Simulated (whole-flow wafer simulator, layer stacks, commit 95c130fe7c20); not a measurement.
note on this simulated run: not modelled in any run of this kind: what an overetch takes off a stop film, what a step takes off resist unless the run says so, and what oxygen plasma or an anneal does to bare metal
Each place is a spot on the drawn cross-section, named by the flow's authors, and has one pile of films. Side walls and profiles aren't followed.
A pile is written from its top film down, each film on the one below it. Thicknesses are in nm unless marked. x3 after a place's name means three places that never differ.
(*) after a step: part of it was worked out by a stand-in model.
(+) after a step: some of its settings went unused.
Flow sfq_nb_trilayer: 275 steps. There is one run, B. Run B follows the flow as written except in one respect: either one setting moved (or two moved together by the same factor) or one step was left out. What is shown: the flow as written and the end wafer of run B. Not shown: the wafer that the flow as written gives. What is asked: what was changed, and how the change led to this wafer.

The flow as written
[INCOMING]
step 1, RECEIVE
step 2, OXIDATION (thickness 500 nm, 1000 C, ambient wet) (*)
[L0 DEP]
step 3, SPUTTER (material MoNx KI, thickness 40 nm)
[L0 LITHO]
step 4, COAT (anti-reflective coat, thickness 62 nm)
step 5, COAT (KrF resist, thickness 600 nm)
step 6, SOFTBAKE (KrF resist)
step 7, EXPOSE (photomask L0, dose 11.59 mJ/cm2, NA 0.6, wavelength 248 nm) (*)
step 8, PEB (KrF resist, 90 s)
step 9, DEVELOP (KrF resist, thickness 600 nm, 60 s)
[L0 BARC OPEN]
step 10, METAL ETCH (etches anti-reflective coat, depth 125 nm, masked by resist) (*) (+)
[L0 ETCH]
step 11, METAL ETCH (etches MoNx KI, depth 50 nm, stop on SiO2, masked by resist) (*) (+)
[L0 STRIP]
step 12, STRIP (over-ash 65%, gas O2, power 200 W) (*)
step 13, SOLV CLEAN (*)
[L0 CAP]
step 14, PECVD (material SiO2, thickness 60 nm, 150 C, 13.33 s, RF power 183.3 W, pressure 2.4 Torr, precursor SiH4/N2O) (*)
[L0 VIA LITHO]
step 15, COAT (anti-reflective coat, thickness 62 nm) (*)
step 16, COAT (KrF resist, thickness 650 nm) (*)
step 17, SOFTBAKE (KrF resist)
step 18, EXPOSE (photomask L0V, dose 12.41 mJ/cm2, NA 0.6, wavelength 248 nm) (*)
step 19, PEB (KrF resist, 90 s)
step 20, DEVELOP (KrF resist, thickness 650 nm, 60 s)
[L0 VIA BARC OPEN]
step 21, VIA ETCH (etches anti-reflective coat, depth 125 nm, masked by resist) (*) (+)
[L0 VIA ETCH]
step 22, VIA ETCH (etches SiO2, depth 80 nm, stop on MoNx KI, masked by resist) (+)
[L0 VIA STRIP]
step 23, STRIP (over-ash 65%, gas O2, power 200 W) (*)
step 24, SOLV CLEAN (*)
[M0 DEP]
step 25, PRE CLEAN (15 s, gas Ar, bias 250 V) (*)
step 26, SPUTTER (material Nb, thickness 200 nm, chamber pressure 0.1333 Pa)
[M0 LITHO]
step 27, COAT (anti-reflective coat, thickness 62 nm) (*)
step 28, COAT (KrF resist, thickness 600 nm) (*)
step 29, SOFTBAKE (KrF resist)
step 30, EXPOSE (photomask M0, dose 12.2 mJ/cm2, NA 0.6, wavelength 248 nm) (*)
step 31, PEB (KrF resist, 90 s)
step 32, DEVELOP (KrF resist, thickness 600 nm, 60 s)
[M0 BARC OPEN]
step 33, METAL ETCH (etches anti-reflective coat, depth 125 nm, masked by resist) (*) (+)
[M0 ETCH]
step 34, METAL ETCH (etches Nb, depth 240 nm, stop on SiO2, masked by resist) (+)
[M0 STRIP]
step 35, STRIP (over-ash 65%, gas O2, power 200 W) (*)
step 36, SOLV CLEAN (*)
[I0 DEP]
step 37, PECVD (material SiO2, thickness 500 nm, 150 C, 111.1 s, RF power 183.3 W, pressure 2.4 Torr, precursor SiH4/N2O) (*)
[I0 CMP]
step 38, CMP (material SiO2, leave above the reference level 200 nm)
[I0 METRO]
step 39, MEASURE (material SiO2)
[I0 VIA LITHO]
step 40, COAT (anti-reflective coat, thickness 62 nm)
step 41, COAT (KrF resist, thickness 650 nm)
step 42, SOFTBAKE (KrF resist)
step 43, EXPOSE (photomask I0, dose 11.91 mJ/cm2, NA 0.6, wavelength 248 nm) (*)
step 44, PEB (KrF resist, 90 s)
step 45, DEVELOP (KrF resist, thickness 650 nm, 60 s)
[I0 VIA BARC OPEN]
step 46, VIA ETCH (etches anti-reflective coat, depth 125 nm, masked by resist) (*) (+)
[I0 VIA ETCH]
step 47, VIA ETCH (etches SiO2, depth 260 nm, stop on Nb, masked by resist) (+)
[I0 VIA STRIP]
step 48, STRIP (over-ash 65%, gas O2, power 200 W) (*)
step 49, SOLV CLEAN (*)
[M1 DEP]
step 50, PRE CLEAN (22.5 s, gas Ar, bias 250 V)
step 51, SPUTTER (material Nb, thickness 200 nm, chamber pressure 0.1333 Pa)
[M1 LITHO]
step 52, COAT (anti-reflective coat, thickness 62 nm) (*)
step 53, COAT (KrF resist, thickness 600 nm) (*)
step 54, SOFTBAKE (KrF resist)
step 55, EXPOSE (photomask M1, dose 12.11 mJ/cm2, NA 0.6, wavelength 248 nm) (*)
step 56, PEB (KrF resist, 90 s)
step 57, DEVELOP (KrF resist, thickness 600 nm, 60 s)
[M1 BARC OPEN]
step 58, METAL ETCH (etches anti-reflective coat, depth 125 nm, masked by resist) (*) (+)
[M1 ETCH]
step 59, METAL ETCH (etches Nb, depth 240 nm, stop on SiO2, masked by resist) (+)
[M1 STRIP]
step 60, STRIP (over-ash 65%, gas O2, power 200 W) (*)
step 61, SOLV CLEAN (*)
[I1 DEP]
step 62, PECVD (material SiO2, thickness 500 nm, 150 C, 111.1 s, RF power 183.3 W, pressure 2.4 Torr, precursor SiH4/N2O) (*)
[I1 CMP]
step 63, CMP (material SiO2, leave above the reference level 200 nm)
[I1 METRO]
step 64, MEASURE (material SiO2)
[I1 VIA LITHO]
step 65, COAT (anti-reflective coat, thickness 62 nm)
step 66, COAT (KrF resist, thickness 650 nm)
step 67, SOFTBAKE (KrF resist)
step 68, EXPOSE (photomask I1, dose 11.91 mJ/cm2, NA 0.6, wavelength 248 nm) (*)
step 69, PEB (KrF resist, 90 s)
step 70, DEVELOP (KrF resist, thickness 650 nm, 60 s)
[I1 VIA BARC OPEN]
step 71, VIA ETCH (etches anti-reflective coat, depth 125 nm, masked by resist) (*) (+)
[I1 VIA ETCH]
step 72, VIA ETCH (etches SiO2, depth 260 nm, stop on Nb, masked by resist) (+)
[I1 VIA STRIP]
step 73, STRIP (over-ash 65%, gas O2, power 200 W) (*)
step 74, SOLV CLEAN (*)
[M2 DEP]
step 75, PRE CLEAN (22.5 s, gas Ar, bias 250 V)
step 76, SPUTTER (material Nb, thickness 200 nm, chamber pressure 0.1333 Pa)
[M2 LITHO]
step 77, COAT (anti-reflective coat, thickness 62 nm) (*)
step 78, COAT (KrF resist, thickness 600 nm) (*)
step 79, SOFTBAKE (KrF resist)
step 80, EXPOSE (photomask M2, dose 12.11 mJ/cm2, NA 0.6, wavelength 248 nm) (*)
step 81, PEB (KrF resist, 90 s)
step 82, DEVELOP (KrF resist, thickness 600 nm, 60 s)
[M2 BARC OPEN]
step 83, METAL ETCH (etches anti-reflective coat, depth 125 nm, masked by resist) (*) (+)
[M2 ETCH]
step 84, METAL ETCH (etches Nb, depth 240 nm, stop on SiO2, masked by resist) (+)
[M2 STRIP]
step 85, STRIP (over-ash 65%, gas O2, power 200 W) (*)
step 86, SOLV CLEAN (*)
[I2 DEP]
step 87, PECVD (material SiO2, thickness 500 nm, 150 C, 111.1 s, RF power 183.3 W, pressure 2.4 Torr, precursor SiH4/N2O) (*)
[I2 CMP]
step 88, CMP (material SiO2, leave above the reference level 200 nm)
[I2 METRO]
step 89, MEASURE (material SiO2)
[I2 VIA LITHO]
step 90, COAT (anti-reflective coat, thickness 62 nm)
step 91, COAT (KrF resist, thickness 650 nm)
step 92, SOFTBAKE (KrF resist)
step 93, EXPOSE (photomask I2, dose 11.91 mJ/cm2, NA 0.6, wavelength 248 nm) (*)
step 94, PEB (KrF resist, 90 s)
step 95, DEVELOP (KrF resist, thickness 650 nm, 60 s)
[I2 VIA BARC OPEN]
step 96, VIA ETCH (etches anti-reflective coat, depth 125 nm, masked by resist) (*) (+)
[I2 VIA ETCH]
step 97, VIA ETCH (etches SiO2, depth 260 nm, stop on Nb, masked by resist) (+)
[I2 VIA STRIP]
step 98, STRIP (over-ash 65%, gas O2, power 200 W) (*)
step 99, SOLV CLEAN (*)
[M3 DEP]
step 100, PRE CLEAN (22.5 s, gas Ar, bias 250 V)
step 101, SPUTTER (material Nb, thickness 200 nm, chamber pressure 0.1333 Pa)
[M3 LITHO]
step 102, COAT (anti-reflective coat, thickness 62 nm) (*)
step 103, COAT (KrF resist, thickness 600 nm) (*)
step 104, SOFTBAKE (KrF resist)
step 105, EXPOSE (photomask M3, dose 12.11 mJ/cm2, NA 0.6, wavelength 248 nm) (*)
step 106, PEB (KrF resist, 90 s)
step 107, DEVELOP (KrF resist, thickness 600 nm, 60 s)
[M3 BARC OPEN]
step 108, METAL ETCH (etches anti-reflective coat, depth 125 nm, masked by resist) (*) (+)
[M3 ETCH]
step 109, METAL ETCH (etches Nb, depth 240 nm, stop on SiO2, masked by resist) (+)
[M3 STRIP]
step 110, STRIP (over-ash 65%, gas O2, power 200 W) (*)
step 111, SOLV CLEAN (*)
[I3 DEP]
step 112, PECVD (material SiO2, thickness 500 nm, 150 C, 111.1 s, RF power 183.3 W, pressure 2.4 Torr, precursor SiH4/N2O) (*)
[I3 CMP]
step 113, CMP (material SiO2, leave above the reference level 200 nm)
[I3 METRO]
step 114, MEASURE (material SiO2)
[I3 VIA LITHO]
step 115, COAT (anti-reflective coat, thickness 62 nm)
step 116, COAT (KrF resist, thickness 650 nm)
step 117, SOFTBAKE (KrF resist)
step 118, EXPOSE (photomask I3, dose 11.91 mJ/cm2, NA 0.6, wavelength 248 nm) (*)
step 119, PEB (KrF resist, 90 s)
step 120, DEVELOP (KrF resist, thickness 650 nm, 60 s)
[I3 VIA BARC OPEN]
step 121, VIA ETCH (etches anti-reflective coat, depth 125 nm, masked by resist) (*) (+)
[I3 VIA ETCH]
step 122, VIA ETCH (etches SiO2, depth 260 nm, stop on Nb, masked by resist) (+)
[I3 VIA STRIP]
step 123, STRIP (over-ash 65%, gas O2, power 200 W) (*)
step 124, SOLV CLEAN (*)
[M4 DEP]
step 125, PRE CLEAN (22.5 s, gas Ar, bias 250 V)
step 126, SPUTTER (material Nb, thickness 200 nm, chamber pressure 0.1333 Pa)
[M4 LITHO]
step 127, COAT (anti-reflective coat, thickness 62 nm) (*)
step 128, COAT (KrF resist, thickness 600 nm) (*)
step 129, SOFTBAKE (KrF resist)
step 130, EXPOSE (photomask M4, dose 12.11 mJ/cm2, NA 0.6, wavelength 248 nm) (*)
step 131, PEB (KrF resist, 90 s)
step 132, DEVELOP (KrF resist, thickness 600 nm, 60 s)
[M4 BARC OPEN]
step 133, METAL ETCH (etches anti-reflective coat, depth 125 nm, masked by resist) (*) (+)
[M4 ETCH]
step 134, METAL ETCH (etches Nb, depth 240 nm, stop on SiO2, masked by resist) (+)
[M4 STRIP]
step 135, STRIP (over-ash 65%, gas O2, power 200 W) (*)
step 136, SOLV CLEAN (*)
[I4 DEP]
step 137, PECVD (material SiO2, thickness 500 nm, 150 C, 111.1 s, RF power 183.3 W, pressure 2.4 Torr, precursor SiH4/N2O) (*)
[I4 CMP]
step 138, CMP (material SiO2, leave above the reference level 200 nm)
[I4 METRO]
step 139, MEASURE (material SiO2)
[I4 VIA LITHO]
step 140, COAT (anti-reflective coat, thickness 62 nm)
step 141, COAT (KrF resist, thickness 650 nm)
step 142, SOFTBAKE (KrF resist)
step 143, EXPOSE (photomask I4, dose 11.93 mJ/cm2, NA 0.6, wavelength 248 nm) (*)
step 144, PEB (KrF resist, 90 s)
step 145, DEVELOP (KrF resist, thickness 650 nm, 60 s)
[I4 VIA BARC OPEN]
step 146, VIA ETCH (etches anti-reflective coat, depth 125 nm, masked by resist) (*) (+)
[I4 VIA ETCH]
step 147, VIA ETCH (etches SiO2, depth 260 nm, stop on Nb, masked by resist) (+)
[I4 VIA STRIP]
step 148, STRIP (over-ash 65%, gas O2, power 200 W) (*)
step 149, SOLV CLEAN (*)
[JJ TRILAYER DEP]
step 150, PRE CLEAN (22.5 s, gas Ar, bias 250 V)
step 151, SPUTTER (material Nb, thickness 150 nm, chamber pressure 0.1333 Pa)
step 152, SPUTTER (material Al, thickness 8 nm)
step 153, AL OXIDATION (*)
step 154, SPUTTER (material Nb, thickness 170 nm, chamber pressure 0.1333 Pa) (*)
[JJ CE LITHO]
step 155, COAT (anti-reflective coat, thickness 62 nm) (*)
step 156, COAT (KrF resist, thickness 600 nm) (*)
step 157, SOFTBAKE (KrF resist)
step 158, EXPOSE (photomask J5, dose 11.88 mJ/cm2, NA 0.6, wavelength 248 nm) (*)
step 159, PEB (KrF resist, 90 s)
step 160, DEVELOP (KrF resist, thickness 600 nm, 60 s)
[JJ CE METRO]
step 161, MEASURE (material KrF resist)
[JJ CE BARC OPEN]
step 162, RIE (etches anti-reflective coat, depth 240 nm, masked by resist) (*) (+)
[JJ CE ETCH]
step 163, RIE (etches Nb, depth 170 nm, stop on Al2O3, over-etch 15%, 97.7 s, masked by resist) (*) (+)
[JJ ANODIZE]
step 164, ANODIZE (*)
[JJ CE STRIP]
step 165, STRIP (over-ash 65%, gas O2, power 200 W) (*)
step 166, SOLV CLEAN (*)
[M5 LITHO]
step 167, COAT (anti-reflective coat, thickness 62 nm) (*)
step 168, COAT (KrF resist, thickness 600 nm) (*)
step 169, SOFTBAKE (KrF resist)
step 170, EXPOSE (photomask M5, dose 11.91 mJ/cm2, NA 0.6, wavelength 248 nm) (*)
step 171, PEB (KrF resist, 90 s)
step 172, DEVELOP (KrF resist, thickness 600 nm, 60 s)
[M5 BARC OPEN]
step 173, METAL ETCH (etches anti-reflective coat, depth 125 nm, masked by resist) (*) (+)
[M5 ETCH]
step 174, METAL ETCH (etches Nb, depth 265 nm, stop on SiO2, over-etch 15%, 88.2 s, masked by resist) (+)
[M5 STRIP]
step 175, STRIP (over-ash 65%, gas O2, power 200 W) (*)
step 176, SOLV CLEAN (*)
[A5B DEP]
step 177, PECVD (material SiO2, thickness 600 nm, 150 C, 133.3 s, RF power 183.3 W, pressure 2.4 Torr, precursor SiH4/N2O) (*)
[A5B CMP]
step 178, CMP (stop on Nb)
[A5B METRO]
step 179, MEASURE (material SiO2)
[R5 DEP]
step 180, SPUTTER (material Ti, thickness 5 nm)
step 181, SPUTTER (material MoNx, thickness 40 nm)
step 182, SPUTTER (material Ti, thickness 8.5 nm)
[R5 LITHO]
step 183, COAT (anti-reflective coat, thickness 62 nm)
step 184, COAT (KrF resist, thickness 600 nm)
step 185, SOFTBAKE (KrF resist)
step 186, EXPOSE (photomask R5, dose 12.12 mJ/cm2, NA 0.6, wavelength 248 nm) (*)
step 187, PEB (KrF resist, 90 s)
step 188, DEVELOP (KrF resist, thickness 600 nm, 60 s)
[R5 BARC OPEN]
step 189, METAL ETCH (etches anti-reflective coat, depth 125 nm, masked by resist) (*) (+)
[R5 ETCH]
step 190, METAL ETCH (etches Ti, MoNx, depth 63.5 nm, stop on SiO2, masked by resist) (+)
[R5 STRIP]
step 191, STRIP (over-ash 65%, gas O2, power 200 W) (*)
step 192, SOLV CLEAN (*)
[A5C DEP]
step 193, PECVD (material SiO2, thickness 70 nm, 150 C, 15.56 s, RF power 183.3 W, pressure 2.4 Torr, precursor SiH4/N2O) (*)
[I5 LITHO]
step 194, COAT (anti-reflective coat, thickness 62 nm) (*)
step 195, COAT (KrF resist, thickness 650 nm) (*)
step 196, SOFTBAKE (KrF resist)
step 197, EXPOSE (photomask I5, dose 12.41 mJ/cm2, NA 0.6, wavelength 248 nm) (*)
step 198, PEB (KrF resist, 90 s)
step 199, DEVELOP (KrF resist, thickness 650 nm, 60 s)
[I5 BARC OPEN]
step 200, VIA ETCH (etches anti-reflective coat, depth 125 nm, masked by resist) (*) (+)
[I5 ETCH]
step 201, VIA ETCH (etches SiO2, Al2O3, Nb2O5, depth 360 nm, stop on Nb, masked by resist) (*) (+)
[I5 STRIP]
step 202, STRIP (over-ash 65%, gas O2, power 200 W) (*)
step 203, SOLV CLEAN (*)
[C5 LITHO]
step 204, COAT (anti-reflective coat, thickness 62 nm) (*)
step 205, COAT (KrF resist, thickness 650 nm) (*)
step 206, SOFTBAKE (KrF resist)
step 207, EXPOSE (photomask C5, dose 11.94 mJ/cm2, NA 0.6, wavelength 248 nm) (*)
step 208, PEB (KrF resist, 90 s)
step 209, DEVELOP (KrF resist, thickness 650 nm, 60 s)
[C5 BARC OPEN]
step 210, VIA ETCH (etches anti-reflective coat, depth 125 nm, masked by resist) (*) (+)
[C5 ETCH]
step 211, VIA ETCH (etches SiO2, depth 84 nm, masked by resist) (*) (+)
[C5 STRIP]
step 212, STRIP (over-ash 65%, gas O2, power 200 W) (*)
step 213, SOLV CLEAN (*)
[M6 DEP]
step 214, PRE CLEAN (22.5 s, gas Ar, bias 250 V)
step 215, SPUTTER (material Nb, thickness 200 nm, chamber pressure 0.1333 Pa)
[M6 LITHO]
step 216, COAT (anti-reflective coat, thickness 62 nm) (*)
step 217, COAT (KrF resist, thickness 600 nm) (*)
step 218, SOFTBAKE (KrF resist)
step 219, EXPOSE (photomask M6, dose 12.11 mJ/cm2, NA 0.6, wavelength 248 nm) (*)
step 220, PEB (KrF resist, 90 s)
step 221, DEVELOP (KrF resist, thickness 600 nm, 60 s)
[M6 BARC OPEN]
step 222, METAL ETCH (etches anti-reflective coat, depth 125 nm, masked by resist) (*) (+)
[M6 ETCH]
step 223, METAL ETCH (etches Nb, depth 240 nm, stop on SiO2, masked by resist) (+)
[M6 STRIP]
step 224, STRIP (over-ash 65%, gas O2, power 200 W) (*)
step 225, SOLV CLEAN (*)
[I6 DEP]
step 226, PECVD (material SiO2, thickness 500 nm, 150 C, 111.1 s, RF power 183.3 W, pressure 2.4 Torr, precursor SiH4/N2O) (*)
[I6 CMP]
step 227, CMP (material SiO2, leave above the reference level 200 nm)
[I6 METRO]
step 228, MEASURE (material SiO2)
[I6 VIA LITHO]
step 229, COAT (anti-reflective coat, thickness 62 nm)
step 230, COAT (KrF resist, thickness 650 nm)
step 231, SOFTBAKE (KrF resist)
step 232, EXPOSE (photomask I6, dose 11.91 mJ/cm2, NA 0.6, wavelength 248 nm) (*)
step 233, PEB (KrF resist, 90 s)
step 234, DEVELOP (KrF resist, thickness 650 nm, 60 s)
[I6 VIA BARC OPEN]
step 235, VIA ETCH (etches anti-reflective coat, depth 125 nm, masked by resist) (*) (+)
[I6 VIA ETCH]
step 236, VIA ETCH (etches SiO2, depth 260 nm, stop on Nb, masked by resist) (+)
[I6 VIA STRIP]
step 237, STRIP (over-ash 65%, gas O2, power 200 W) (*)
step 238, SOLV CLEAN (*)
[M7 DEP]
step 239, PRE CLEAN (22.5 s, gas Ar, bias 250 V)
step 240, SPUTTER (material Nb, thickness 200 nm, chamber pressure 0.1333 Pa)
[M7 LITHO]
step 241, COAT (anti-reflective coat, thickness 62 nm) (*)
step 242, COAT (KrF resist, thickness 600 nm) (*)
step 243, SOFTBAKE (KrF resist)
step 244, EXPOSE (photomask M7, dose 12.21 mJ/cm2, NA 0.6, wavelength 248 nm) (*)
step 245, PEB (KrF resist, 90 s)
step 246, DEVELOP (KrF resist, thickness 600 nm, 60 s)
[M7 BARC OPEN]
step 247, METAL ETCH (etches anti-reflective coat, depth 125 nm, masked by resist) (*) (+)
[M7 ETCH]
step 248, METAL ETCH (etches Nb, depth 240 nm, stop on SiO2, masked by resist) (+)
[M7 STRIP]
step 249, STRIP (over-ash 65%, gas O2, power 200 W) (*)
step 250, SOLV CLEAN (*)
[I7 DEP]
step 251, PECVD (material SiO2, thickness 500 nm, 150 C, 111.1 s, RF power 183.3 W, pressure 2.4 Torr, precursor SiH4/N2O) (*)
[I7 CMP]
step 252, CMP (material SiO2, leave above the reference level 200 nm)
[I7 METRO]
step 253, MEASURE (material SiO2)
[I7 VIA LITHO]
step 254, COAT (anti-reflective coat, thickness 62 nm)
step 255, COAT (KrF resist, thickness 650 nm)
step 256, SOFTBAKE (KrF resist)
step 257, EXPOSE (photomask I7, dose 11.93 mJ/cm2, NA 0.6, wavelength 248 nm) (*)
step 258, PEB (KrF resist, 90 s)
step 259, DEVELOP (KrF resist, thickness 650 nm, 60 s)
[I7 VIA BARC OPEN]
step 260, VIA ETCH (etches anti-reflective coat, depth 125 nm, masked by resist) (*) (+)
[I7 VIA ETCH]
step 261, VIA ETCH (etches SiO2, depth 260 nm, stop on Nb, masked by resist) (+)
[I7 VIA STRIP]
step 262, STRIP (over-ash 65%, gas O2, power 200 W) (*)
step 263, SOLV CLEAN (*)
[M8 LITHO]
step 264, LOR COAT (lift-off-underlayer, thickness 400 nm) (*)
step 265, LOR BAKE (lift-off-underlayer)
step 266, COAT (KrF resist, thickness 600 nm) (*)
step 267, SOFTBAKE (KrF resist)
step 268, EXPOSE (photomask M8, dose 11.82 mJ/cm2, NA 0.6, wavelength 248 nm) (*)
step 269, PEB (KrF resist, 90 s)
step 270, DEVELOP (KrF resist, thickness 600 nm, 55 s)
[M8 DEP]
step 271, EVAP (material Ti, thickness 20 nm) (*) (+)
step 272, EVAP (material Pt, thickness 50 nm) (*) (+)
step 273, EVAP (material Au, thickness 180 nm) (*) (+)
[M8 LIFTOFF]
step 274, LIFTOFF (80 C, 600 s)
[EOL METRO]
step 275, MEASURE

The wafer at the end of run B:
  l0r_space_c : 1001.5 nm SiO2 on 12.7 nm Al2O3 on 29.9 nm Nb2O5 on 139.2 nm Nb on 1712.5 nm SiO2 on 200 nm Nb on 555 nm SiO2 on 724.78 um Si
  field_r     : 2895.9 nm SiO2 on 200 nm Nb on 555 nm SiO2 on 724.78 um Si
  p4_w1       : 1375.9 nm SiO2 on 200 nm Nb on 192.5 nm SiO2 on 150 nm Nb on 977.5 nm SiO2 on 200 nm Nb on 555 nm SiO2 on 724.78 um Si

The reason: step 101, SPUTTER: thickness 150 nm was run, whereas the flow has thickness 200 nm.
The wafer lets one read it off: p4_w1 has Nb 150, and step 101 as written asks for 200 nm.

How this came from the change, step by step:
  step 101, SPUTTER (material Nb, thickness 200 nm, chamber pressure 0.1333 Pa)
      field_l, v_sur, via_wl and 102 more: Nb gains 150 (new film) (it would be, as written: Nb gains 200 (new film))
      via_w: Nb gains 123.9 (it would be, as written: Nb gains 165.5)
  step 102, COAT (anti-reflective coat, thickness 62 nm) (*)
      via_wl, via_wr: anti-reflective coat gains 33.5 (new film) (it would be, as written: anti-reflective coat gains 34.2 (new film))
      via_w: anti-reflective coat gains 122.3 (new film) (it would be, as written: anti-reflective coat gains 124.8 (new film))
  step 109, METAL ETCH (etches Nb, depth 240 nm, stop on SiO2, masked by resist) (+)
      field_l, be, be_sur and 72 more: Nb loses 150 (all of it) (it would be, as written: Nb loses 200 (all of it))
      v_sur, via_wl, via_w and 28 more: KrF resist loses 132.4 (it would be, as written: KrF resist loses 141.2)
  step 110, STRIP (over-ash 65%, gas O2, power 200 W) (*)
      p4_w1, p4_w2, p4_w3 and 21 more: KrF resist loses 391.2 (all of it), anti-reflective coat loses 62 (all of it) (it would be, as written: KrF resist loses 382.4 (all of it), anti-reflective coat loses 62 (all of it))
      via_wl, via_wr: KrF resist loses 394.3 (all of it), anti-reflective coat loses 33.5 (all of it) (it would be, as written: KrF resist loses 384.2 (all of it), anti-reflective coat loses 34.2 (all of it))
      (as well as at 5 more places)
  step 112, PECVD (material SiO2, thickness 500 nm, 150 C, 111.1 s, RF power 183.3 W, pressure 2.4 Torr, precursor SiH4/N2O) (*)
      p4_g1, p4_g2, p3_s0, p3_s1, p3_s2, p3_s3, p3_s4, p3_s5: SiO2 gains 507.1 (it would be, as written: SiO2 gains 557.1)
      via_w: SiO2 gains 601.7 (new film) (it would be, as written: SiO2 gains 615 (new film))
  step 113, CMP (material SiO2, leave above the reference level 200 nm)
      field_l, be, be_sur and 64 more: SiO2 loses 150 (it would be, as written: SiO2 loses 100)
      via_w: SiO2 loses 176.6 (it would be, as written: SiO2 loses 181.6)
